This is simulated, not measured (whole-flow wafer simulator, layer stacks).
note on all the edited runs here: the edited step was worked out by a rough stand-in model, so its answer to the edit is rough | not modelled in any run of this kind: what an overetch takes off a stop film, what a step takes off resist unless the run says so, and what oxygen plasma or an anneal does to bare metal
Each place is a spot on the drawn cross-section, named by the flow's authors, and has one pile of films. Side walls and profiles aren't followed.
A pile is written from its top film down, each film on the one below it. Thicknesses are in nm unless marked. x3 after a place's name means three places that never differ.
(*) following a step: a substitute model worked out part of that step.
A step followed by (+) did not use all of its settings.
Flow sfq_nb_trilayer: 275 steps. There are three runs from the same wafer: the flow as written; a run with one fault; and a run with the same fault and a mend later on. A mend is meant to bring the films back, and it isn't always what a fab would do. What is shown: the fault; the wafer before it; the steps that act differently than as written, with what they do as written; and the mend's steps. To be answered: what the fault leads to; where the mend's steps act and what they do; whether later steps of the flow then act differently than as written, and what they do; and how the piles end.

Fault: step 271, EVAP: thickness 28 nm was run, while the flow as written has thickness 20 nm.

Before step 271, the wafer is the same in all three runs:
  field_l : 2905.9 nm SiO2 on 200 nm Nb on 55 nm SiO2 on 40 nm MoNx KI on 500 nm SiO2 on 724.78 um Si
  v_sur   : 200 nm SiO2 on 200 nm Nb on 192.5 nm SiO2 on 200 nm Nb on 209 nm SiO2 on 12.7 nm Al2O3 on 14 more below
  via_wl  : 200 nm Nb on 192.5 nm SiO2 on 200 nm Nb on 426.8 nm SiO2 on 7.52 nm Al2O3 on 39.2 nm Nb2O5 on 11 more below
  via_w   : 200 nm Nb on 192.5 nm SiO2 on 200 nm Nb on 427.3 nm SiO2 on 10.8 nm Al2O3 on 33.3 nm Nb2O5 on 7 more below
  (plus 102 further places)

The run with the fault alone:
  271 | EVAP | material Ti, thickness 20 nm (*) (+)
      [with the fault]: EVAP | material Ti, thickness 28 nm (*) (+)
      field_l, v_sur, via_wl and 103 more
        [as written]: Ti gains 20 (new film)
        [with the fault]: Ti gains 28 (new film)
  Steps later in the flow that act otherwise than as written:
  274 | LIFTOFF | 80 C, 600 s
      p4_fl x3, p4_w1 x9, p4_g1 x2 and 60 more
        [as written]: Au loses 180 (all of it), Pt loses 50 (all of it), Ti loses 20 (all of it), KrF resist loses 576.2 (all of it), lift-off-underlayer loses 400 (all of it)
        [with the fault]: Au loses 180 (all of it), Pt loses 50 (all of it), Ti loses 28 (all of it), KrF resist loses 576.2 (all of it), lift-off-underlayer loses 400 (all of it)
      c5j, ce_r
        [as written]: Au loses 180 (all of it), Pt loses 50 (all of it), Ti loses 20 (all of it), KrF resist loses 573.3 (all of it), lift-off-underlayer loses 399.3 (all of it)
        [with the fault]: Au loses 180 (all of it), Pt loses 50 (all of it), Ti loses 28 (all of it), KrF resist loses 573.3 (all of it), lift-off-underlayer loses 399.3 (all of it)
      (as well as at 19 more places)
  At field_l, v_sur, via_wl and 8 more, the piles at the end differ from the flow's by more than 2% or 0.5 nm, whichever is larger.
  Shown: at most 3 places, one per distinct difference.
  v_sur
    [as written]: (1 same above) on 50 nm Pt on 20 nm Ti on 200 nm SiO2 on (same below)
    [with the fault]: (1 same above) on 50 nm Pt on 28 nm Ti on 200 nm SiO2 on (same below)
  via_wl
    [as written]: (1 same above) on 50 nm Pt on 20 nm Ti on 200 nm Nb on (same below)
    [with the fault]: (1 same above) on 50 nm Pt on 28 nm Ti on 200 nm Nb on (same below)
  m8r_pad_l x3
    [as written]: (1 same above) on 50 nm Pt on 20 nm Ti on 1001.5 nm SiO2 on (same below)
    [with the fault]: (1 same above) on 50 nm Pt on 28 nm Ti on 1001.5 nm SiO2 on (same below)

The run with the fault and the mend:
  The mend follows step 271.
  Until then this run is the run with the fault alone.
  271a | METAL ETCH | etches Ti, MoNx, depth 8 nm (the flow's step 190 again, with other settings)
      field_l, v_sur, via_wl and 103 more
        Ti loses 8
  Later steps of the flow that are run all act as written at every place that is followed.
  By the end, the piles equal the flow's at every place that both follow.
